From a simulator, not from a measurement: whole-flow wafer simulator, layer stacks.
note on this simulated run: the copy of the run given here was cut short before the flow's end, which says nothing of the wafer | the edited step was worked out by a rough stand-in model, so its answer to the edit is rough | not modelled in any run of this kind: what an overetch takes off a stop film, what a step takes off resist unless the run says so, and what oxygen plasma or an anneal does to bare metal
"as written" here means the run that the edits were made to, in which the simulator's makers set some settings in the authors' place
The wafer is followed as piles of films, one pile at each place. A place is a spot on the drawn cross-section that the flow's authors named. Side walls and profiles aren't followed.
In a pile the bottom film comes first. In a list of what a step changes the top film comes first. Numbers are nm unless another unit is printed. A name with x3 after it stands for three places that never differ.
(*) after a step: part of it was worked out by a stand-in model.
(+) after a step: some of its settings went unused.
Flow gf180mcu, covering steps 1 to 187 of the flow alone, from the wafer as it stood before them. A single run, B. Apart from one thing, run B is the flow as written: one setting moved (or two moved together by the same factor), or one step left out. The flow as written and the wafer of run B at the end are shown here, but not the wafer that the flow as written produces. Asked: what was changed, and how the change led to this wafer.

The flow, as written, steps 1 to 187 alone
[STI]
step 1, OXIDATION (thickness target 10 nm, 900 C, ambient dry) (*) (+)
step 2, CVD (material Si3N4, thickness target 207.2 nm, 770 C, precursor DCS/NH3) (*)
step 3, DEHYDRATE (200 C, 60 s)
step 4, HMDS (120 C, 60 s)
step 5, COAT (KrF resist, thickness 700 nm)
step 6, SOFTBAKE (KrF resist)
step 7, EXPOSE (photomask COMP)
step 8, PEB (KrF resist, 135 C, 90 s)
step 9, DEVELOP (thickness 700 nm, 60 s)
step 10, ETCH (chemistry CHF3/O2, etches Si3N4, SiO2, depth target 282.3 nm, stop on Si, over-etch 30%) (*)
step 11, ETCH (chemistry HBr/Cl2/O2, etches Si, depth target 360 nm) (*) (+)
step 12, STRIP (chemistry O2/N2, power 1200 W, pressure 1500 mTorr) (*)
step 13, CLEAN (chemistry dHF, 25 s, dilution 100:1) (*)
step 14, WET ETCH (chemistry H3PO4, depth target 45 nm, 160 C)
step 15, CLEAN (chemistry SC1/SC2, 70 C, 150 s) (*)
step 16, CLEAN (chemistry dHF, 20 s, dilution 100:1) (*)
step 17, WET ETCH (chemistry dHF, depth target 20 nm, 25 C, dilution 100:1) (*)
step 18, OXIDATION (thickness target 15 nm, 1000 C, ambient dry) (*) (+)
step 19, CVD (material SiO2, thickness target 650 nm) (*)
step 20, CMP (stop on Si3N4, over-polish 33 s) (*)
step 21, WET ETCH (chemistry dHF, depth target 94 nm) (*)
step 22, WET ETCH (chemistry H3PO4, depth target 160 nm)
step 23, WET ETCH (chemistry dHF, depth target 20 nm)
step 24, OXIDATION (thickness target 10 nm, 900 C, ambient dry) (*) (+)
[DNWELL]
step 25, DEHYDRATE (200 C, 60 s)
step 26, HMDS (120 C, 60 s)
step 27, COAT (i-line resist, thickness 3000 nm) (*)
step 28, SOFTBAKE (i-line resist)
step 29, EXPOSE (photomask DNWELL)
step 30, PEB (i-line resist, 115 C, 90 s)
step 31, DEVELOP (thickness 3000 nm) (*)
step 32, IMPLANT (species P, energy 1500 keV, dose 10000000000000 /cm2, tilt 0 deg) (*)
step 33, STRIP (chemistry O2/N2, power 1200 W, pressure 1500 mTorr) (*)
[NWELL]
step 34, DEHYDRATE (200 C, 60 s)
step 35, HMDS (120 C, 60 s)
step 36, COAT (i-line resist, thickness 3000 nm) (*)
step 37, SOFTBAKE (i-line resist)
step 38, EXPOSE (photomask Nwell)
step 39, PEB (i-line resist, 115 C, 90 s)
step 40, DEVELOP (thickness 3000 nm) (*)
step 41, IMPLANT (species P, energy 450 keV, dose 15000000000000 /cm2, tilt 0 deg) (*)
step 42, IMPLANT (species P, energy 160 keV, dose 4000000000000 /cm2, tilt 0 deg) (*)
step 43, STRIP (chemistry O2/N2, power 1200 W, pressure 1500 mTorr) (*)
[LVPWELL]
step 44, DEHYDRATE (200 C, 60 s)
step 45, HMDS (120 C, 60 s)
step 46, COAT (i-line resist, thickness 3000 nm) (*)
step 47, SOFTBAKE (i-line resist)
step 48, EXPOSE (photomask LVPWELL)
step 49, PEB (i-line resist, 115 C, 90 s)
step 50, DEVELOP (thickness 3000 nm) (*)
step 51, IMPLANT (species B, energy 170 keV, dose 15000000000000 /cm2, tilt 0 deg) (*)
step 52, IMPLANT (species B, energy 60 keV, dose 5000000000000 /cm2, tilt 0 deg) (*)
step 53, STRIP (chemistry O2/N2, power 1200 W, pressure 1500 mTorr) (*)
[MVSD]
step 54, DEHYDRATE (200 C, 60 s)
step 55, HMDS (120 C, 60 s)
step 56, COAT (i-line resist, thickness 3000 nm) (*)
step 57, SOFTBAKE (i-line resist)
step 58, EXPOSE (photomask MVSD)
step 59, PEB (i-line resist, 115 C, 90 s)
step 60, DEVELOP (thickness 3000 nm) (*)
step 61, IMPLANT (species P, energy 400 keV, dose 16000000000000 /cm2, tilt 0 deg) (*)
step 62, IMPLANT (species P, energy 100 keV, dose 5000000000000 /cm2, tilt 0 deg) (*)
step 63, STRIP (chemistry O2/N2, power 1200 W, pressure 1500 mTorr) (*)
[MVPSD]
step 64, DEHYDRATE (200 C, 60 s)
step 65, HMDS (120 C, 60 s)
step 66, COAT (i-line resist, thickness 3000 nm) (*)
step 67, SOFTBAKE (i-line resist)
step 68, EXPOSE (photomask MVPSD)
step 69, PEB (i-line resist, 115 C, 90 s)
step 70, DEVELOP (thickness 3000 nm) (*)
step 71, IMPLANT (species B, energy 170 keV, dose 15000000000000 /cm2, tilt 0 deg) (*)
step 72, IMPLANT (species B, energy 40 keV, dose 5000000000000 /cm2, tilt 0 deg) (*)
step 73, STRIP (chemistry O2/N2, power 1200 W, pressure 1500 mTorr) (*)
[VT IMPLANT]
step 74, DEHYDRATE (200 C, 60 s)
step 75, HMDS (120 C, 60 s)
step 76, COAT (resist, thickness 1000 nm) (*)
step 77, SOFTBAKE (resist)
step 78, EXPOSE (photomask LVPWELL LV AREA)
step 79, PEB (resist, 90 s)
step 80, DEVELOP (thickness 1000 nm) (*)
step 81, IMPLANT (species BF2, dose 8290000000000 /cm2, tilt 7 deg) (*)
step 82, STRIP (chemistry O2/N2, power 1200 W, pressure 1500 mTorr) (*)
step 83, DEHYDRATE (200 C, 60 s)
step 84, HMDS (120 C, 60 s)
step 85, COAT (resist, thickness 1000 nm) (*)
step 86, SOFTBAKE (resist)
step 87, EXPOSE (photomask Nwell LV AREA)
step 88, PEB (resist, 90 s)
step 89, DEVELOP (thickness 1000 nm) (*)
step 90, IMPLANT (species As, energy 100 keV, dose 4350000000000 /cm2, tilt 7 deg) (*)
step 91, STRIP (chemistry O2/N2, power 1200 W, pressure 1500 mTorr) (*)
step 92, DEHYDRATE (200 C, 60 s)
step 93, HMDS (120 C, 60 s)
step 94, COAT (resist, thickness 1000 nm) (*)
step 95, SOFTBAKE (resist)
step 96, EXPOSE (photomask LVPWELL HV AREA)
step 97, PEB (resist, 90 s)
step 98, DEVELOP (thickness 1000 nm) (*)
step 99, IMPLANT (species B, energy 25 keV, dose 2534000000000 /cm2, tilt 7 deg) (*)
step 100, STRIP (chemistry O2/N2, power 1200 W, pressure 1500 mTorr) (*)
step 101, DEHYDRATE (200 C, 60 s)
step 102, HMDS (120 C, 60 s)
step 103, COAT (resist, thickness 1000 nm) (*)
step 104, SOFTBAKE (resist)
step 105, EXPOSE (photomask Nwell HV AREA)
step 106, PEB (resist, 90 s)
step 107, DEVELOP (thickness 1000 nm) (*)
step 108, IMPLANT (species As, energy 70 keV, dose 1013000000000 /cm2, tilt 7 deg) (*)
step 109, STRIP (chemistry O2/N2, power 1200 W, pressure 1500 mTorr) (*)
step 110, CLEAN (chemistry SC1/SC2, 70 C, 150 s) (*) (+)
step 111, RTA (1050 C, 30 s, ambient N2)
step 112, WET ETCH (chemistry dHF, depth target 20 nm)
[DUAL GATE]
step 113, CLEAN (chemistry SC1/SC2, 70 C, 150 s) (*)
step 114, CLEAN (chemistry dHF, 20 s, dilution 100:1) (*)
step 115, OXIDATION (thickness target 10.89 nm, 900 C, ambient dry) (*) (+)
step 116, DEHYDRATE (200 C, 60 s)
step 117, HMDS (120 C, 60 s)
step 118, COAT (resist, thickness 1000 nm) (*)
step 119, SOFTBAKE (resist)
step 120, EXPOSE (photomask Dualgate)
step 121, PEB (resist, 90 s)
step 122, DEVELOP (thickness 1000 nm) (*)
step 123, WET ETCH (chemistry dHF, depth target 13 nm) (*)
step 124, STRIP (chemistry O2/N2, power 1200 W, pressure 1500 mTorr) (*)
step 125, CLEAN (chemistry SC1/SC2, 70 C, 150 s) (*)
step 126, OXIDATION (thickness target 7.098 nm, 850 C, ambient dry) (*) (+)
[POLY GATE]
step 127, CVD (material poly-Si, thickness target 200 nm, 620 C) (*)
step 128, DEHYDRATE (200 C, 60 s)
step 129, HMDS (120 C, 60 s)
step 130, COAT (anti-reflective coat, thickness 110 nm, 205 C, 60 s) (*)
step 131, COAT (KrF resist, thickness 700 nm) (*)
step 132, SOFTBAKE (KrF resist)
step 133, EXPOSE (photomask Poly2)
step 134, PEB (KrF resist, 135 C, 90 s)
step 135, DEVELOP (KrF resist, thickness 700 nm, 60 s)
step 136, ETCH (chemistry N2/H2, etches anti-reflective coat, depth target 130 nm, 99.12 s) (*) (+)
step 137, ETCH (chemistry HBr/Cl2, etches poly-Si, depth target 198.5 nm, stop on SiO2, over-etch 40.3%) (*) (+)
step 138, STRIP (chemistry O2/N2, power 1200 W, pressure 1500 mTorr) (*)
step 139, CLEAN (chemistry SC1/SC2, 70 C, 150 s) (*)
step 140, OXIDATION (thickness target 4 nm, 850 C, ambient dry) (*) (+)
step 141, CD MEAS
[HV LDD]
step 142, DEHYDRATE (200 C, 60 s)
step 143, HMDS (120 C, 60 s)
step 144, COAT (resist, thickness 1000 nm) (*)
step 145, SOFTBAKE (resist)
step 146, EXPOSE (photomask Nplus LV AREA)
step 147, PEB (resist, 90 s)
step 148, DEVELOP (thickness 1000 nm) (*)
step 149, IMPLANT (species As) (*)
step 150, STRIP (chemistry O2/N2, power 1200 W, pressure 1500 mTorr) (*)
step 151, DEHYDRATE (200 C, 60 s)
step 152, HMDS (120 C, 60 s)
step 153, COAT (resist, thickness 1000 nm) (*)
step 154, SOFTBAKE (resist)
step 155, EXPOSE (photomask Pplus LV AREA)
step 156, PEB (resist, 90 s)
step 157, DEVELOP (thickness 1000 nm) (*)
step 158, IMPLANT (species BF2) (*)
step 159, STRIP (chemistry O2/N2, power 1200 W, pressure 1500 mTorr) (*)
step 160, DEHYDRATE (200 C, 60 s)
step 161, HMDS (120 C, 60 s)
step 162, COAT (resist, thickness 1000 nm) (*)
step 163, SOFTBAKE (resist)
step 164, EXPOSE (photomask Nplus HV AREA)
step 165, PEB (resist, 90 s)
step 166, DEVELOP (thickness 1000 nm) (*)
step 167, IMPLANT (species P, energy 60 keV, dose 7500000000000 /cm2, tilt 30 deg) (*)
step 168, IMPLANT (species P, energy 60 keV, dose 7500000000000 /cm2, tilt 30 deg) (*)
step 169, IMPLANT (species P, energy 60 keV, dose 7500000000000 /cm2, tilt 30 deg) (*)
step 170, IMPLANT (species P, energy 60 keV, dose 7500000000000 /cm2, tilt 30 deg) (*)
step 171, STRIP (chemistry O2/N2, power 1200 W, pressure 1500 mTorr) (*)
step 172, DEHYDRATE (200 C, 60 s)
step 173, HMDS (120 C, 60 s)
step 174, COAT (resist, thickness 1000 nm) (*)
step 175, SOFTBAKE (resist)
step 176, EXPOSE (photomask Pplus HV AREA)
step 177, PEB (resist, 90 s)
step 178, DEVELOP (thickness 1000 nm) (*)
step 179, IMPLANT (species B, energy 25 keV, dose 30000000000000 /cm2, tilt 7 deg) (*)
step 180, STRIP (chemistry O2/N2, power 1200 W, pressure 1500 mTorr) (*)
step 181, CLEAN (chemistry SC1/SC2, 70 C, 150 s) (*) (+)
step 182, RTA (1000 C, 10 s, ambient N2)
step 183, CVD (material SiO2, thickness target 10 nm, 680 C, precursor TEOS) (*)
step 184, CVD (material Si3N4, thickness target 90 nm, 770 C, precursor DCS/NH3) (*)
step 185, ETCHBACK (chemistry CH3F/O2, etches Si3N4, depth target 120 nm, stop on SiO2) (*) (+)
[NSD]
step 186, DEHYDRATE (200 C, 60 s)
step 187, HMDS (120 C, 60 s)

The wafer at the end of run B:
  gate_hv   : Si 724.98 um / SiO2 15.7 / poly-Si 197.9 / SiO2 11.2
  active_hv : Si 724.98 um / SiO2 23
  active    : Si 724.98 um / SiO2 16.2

What caused this: step 126, OXIDATION: thickness target 8.751 nm was run, while the flow as written has thickness target 7.098 nm.

How this came from the change, step by step:
  step 126, OXIDATION (thickness target 7.098 nm, 850 C, ambient dry) (*) (+)
      gate_hv, active_hv, active_nat and 25 more: SiO2 gains 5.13, Si loses 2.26 (as written it would have been: SiO2 gains 3.72, Si loses 1.64)
      active, n_well, p_well and 12 more: SiO2 gains 8.75 (new film), chemical SiO2 loses 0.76 (all of it), Si loses 3.52 (as written it would have been: SiO2 gains 7.1 (new film), chemical SiO2 loses 0.76 (all of it), Si loses 2.79)
